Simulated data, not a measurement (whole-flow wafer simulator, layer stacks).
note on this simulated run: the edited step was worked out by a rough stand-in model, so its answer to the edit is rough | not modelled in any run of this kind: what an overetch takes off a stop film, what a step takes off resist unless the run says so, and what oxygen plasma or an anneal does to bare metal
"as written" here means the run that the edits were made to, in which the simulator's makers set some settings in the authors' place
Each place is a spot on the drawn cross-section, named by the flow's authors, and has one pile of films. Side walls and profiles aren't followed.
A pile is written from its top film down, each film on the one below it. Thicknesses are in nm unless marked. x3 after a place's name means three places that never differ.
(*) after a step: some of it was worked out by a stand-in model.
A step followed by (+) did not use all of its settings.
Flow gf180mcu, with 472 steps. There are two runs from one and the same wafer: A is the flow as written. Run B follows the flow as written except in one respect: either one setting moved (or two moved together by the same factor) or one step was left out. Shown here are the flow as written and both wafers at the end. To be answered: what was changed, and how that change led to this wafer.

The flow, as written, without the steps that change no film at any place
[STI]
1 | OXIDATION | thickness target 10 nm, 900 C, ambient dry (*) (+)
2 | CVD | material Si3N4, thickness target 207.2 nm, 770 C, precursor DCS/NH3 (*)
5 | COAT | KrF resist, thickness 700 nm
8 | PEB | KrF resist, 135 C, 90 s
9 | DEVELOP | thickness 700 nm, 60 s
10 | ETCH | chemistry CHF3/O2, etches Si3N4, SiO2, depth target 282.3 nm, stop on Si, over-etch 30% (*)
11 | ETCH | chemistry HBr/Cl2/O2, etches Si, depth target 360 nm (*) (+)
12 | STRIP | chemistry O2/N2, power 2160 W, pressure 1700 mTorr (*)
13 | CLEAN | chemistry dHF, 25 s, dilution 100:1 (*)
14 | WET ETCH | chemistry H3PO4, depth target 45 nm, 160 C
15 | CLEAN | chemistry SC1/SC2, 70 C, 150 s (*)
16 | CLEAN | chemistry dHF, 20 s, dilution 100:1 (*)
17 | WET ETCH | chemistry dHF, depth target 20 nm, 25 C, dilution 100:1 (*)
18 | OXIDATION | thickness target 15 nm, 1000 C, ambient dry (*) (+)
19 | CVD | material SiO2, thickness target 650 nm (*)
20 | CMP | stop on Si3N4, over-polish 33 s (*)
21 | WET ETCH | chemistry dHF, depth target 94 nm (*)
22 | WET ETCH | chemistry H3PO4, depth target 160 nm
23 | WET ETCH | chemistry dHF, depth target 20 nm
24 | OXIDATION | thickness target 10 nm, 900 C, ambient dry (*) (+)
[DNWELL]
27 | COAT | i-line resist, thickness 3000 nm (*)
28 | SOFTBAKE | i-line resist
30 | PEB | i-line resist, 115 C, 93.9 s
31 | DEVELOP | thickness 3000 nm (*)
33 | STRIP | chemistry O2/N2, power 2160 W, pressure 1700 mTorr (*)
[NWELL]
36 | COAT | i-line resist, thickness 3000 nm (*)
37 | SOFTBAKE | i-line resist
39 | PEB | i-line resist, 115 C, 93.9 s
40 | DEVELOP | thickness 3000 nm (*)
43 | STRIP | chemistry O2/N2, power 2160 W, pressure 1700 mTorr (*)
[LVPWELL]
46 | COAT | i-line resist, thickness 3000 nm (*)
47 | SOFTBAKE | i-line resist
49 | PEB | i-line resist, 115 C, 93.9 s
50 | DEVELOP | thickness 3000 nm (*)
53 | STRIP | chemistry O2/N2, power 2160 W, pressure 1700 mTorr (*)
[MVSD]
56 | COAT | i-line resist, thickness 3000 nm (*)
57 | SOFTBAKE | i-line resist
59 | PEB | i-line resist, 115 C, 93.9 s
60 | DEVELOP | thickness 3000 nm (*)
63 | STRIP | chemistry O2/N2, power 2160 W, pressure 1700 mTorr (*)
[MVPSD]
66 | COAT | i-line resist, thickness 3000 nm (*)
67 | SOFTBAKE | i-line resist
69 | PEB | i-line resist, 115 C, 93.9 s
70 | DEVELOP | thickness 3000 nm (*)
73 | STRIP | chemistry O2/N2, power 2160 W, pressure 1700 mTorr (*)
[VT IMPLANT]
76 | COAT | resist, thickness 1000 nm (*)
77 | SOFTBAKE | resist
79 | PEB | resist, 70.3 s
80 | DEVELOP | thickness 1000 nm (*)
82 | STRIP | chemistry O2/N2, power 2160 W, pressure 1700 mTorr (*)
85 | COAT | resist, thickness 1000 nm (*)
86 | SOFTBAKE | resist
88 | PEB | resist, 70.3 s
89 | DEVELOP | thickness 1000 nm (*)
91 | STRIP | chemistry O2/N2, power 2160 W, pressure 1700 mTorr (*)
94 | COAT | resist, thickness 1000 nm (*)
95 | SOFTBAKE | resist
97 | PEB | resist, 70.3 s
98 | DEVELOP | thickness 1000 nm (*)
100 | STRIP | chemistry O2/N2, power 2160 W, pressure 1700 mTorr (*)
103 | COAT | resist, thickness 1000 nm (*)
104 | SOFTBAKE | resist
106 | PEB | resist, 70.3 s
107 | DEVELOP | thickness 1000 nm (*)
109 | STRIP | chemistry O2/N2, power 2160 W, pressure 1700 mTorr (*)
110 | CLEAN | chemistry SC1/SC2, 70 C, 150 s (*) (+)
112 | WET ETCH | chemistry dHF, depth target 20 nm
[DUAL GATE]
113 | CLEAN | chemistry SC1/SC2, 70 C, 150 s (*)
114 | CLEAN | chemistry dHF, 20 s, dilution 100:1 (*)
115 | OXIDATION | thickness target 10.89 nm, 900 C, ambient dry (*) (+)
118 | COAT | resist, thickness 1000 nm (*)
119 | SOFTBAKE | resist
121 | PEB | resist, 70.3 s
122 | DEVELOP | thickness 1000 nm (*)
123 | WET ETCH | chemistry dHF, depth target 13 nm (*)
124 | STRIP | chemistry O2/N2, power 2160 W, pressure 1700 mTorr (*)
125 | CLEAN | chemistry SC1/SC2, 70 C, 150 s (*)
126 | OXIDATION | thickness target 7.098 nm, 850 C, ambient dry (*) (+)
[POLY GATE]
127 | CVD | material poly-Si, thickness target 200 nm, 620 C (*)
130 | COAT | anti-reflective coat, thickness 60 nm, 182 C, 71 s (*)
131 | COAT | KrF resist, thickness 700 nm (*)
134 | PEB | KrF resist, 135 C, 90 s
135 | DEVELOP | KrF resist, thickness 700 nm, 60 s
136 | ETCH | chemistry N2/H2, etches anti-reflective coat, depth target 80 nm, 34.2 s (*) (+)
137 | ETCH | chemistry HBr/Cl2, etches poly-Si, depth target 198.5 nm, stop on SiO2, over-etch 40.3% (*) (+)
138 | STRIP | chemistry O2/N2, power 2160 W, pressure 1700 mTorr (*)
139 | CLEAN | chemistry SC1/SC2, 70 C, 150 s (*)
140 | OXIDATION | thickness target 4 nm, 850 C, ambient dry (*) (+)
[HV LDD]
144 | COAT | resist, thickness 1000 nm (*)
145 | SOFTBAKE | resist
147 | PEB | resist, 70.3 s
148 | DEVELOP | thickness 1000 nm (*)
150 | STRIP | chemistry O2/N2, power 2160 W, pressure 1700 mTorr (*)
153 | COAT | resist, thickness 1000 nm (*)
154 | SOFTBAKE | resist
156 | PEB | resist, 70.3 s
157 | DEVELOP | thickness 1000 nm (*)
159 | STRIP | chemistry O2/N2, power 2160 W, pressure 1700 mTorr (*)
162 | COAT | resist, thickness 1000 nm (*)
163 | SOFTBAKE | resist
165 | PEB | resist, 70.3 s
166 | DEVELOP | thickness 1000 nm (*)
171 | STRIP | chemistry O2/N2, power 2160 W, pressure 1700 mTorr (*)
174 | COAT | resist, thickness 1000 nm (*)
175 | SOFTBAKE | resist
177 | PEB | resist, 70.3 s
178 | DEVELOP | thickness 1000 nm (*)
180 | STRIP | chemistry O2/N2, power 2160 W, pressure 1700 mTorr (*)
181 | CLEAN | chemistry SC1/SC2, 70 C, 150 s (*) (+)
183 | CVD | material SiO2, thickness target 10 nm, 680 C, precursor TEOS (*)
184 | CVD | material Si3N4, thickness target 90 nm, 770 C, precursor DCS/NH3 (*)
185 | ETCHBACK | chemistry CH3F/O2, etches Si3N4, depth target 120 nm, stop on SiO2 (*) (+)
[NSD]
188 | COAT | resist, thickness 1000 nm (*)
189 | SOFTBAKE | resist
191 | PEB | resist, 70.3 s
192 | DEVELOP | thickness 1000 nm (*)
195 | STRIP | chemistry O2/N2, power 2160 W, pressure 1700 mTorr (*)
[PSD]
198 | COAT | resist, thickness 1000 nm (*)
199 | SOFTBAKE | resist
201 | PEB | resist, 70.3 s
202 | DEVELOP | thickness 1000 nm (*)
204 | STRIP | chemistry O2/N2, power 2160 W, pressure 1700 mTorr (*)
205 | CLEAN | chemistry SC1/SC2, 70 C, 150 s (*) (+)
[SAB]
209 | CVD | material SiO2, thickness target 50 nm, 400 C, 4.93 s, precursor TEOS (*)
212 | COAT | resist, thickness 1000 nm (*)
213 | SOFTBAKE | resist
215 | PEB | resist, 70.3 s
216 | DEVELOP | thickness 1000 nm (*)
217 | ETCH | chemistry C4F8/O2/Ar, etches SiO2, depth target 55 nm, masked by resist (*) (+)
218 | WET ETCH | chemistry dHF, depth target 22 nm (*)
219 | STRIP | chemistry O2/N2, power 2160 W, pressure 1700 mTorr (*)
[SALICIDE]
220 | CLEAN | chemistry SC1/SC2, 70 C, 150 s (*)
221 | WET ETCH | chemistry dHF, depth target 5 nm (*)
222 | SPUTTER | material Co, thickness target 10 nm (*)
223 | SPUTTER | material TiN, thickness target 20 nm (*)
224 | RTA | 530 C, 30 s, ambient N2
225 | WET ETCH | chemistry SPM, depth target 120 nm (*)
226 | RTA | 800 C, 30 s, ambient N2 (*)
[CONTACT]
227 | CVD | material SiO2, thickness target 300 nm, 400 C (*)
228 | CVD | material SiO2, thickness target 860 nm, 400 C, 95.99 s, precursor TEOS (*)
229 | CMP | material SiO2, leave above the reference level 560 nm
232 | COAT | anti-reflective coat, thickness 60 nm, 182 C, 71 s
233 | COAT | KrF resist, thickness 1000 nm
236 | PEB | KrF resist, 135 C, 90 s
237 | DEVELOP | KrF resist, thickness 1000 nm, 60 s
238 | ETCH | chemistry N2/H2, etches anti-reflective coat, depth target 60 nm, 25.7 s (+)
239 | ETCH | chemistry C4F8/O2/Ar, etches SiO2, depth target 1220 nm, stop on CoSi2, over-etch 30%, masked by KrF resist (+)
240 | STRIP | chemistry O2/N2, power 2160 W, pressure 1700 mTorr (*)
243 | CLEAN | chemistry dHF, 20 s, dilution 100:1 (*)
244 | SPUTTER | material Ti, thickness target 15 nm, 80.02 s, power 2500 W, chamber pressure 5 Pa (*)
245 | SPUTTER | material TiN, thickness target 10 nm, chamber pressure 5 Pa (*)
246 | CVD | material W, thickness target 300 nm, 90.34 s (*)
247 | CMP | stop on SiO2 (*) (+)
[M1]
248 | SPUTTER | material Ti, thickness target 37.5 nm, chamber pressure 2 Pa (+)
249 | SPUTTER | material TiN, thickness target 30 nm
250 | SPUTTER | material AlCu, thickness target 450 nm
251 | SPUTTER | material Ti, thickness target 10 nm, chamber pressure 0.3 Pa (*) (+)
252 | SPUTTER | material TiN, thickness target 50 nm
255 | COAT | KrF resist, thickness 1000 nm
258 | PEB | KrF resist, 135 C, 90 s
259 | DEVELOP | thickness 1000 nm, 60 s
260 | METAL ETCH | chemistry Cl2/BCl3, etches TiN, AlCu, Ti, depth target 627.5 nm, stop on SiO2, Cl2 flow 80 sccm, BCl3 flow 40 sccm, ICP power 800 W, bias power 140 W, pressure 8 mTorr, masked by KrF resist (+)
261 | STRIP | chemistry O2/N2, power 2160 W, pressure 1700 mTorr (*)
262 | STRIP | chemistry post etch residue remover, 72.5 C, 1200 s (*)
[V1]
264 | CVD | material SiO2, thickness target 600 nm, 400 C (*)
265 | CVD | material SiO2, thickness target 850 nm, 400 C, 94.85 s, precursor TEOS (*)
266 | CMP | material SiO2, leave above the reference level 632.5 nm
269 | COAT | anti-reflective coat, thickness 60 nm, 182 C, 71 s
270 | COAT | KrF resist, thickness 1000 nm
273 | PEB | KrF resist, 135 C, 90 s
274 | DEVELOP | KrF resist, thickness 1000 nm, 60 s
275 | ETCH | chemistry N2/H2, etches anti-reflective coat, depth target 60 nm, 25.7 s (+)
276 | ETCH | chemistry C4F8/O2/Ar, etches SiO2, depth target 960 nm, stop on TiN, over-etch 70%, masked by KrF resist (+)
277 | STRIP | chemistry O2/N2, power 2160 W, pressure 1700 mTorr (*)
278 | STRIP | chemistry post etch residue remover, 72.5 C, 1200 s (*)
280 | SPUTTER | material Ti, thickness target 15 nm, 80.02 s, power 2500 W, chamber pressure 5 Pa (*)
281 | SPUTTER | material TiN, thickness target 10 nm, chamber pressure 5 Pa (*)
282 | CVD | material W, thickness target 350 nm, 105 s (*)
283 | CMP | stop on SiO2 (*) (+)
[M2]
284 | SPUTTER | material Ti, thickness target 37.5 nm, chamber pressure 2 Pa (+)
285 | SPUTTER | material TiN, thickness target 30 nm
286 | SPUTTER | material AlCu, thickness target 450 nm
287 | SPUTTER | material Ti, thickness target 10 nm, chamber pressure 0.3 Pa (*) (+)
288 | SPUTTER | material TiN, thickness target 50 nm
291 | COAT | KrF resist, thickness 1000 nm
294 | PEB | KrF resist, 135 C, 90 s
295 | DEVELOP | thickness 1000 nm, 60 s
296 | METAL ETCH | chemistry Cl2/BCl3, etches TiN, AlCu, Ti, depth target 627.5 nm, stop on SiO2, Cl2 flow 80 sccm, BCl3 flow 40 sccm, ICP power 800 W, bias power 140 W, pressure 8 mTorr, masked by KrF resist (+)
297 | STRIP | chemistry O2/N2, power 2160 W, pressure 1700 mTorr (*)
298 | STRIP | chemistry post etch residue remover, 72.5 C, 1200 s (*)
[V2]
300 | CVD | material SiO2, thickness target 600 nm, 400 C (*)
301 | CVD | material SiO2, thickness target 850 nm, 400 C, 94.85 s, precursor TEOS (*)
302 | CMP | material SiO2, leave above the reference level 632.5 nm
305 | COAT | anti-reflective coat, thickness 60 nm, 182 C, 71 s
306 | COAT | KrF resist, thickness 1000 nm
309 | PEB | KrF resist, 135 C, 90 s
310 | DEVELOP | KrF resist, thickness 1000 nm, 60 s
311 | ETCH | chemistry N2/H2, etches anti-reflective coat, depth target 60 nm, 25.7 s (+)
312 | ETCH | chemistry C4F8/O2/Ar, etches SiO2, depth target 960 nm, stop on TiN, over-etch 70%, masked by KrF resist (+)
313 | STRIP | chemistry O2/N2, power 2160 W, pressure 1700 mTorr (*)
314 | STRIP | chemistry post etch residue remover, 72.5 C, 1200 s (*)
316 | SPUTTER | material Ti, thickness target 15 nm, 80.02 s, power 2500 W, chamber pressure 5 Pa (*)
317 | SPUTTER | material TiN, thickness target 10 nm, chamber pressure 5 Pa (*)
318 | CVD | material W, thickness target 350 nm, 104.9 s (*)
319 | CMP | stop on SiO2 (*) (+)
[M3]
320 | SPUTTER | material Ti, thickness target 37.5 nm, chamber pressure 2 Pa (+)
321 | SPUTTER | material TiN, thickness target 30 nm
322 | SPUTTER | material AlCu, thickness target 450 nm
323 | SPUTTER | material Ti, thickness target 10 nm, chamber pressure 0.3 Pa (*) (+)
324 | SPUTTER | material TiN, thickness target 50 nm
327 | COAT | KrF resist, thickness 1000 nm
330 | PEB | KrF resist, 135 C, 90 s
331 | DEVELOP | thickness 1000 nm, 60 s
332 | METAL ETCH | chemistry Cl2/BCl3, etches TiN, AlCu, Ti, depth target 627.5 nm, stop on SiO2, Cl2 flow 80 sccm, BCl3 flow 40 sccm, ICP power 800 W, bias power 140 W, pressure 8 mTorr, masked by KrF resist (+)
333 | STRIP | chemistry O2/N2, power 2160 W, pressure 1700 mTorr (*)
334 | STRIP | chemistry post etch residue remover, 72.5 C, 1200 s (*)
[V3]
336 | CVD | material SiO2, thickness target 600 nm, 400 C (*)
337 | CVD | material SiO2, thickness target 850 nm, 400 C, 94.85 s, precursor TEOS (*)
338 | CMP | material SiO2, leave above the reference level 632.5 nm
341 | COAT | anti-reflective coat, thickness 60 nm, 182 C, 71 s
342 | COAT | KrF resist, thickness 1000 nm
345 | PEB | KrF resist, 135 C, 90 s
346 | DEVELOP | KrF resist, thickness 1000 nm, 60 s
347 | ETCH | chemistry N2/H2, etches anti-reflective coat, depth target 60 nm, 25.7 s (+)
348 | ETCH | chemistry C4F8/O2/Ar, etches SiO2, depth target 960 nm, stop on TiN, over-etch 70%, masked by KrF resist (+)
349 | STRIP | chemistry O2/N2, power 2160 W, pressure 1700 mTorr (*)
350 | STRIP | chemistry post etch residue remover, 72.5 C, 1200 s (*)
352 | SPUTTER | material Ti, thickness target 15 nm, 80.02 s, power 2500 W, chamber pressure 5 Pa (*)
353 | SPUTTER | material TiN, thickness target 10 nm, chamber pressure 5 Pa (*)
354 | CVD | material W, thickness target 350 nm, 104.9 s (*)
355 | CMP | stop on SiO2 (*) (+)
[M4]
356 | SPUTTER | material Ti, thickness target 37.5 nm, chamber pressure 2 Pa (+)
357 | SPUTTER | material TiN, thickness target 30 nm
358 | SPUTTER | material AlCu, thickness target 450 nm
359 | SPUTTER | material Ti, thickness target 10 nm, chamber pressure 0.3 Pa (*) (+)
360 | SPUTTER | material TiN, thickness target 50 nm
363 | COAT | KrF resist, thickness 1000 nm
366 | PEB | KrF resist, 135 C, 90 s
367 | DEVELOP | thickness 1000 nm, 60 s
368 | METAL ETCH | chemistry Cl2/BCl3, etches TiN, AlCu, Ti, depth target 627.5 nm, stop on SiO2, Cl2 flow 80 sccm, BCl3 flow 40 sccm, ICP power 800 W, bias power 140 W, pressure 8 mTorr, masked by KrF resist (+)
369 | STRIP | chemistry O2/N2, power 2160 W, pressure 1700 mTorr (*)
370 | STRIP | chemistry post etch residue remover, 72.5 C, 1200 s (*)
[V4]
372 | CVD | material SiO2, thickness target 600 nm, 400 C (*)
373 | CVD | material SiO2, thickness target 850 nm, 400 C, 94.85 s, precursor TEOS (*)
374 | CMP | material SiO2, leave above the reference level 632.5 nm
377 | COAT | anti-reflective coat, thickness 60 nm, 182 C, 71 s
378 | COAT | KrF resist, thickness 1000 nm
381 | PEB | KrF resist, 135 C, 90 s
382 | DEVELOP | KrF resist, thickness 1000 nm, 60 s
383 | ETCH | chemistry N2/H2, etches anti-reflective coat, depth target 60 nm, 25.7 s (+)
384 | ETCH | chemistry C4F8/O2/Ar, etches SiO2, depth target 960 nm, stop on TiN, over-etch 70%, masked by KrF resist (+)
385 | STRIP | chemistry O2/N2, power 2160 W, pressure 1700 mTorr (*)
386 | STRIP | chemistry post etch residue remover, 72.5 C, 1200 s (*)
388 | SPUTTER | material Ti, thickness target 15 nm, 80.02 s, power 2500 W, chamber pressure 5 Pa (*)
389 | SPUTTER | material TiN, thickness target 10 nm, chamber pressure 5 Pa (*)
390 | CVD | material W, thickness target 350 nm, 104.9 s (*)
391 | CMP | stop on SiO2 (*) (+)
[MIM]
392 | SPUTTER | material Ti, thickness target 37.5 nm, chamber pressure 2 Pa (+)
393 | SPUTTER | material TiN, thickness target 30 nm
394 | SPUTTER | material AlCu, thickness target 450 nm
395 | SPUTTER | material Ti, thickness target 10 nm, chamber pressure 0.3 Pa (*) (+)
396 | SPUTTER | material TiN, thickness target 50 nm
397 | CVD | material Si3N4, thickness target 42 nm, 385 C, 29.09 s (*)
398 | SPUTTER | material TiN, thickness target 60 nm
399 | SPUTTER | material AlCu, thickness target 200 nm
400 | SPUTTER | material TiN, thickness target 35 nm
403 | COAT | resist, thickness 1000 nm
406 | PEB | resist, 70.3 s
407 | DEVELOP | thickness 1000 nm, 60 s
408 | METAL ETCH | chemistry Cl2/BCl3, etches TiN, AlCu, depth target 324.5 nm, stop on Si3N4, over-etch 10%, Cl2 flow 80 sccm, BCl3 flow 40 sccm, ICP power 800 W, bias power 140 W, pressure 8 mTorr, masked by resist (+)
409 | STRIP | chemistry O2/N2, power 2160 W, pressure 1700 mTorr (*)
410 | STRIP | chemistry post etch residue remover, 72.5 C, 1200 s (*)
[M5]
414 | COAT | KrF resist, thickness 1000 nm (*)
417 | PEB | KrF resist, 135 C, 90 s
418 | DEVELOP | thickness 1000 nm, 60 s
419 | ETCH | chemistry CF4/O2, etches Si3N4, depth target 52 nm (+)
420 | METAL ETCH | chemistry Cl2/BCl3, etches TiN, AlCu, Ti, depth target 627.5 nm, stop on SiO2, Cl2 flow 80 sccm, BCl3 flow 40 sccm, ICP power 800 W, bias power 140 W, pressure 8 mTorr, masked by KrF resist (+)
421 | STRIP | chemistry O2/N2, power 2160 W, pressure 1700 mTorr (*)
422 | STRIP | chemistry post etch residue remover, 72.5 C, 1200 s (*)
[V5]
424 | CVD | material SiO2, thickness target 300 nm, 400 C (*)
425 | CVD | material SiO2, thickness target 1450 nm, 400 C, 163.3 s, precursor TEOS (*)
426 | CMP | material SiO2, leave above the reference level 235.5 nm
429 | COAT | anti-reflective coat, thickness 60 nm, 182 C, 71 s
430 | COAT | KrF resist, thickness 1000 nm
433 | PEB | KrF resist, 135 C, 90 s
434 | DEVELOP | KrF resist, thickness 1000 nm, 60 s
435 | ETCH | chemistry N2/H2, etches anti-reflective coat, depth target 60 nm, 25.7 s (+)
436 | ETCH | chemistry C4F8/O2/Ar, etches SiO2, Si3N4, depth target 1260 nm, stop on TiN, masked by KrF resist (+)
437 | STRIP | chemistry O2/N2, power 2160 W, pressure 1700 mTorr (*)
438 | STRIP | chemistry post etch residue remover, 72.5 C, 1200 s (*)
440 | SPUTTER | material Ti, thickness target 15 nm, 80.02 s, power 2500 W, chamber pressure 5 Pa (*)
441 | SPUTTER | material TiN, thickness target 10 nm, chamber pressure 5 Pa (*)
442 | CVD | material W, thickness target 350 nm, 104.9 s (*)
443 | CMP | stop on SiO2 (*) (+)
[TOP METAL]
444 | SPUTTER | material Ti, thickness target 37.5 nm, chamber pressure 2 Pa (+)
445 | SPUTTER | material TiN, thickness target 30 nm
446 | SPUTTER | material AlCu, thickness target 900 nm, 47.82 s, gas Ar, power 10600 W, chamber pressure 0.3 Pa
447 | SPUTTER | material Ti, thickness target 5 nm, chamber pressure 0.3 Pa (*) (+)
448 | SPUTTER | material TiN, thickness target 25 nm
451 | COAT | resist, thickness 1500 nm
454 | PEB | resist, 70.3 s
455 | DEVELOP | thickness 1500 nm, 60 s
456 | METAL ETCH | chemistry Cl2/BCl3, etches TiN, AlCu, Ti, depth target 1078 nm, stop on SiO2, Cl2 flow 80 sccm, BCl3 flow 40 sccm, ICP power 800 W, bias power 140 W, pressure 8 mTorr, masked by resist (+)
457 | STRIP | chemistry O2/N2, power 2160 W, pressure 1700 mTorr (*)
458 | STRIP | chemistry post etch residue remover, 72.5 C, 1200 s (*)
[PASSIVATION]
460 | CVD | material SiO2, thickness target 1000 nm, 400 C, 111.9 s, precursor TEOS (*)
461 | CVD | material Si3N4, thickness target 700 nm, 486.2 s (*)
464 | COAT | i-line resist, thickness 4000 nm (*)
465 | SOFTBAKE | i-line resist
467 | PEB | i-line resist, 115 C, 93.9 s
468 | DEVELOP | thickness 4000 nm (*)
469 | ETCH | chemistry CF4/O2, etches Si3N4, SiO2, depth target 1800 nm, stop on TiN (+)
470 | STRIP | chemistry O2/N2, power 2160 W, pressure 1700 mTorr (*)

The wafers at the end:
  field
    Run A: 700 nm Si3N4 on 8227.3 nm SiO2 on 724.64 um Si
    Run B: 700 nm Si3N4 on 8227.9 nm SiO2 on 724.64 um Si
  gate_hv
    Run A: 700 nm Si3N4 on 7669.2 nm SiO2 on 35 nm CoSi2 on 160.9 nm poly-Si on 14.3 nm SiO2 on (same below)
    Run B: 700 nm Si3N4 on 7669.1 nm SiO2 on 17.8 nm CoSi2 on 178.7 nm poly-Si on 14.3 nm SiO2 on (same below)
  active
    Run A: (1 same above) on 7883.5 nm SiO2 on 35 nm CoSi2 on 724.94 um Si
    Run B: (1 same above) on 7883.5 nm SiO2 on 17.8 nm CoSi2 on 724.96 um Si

Cause: step 222, SPUTTER: thickness target 5.1 nm was run, whereas the flow has thickness target 10 nm.

Step by step, how the change led to this:
  222 | SPUTTER | material Co, thickness target 10 nm (*)
      field, field__w7, field__w8 and 71 more: A +10 Co (new film) | B +5.1 Co (new film)
      field__w2, mim: A +8.65 Co (new film) | B +4.41 Co (new film)
      (also at 35 further places)
  224 | RTA | 530 C, 30 s, ambient N2
      gate, gate_hv, gate_p and 22 more: A under 1 film: +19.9 CoSi (new film), -10 Co (all of it), -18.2 poly-Si | B under 1 film: +10.1 CoSi (new film), -5.1 Co (all of it), -9.28 poly-Si
      active, p_well, sd_n and 11 more: A under 1 film: +19.9 CoSi (new film), -10 Co (all of it), -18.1 Si | B under 1 film: +10.1 CoSi (new film), -5.1 Co (all of it), -9.25 Si
      (also at 10 further places)
  225 | WET ETCH | chemistry SPM, depth target 120 nm (*)
      field, field__w7, field__w8 and 32 more: A -20 TiN (all of it), -10 Co (all of it) | B -20 TiN (all of it), -5.1 Co (all of it)
      field__w9, nw_enc_fld_lv__w3: A -19.1 TiN (all of it), -9.6 Co (all of it) | B -19.1 TiN (all of it), -4.9 Co (all of it)
      (also at 25 further places)
  226 | RTA | 800 C, 30 s, ambient N2 (*)
      gate, gate_hv, gate_p and 22 more: A +35 CoSi2 (new film), -19.9 CoSi (all of it), -18.2 poly-Si | B +17.8 CoSi2 (new film), -10.1 CoSi (all of it), -9.28 poly-Si
      active, p_well, sd_n and 11 more: A +35 CoSi2 (new film), -19.9 CoSi (all of it), -18.1 Si | B +17.8 CoSi2 (new film), -10.1 CoSi (all of it), -9.25 Si
      (also at 10 further places)
